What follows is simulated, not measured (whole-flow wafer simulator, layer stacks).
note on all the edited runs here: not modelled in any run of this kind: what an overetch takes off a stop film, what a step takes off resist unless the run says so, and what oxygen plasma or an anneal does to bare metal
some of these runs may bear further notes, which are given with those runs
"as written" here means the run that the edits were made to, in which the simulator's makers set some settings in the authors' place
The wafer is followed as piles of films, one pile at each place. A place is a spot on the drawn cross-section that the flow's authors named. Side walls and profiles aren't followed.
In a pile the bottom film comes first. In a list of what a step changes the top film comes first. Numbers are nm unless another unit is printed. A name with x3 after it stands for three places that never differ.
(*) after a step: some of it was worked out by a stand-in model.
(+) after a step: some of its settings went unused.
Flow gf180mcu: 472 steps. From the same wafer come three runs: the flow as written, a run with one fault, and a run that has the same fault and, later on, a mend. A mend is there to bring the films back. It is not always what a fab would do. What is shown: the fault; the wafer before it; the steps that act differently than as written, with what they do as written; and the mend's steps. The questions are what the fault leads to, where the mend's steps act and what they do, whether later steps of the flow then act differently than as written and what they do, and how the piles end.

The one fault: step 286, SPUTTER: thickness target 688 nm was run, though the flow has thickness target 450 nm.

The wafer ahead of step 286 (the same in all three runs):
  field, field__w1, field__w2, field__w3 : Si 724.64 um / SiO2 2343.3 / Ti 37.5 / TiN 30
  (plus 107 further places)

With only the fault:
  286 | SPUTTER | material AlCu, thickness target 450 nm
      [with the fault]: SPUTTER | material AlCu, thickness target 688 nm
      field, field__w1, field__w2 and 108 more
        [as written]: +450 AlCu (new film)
        [with the fault]: +688 AlCu (new film)
  Later steps of the flow acting differently than as written:
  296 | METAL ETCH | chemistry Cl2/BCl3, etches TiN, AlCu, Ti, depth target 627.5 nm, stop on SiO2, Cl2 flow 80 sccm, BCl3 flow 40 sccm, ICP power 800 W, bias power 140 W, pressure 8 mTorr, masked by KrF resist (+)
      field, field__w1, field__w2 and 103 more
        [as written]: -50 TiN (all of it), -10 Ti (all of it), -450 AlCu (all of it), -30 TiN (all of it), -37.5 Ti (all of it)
        [with the fault]: -50 TiN (all of it), -10 Ti (all of it), -567.5 AlCu
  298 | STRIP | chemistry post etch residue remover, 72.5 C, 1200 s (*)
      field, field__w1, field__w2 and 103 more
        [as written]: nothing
        [with the fault]: -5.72 AlCu
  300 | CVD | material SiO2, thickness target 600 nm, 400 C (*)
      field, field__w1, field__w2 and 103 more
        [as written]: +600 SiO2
        [with the fault]: +600 SiO2 (new film)
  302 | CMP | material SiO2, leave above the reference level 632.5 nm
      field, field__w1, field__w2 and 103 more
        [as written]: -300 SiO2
        [with the fault]: -244.3 SiO2
  At field, field__w1, field__w2 and 109 more, the piles at the end differ from the flow's by more than 2% or 0.5 nm, whichever is larger.
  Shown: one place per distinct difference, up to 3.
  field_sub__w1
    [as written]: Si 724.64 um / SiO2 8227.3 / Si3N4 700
    [with the fault]: Si 724.64 um / SiO2 2343.2 / Ti 37.5 / TiN 30 / AlCu 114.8 / SiO2 5939.7 / Si3N4 700
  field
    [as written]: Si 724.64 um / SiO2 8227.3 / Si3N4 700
    [with the fault]: Si 724.64 um / SiO2 2343.3 / Ti 37.5 / TiN 30 / AlCu 114.8 / SiO2 5939.7 / Si3N4 700
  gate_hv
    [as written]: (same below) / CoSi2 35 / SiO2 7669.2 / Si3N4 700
    [with the fault]: (same below) / CoSi2 35 / SiO2 1785.1 / Ti 37.5 / TiN 30 / AlCu 114.8 / SiO2 5939.7 / Si3N4 700

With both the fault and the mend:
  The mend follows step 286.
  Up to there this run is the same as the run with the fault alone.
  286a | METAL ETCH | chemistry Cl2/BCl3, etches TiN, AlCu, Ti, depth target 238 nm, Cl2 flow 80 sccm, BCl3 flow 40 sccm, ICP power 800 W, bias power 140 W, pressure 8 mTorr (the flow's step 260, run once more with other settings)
      field, field__w1, field__w2 and 108 more
        -238 AlCu
  None of the later steps of the flow acts differently than as written at any place that is followed.
  By the end, the piles equal the flow's at every place that both follow.
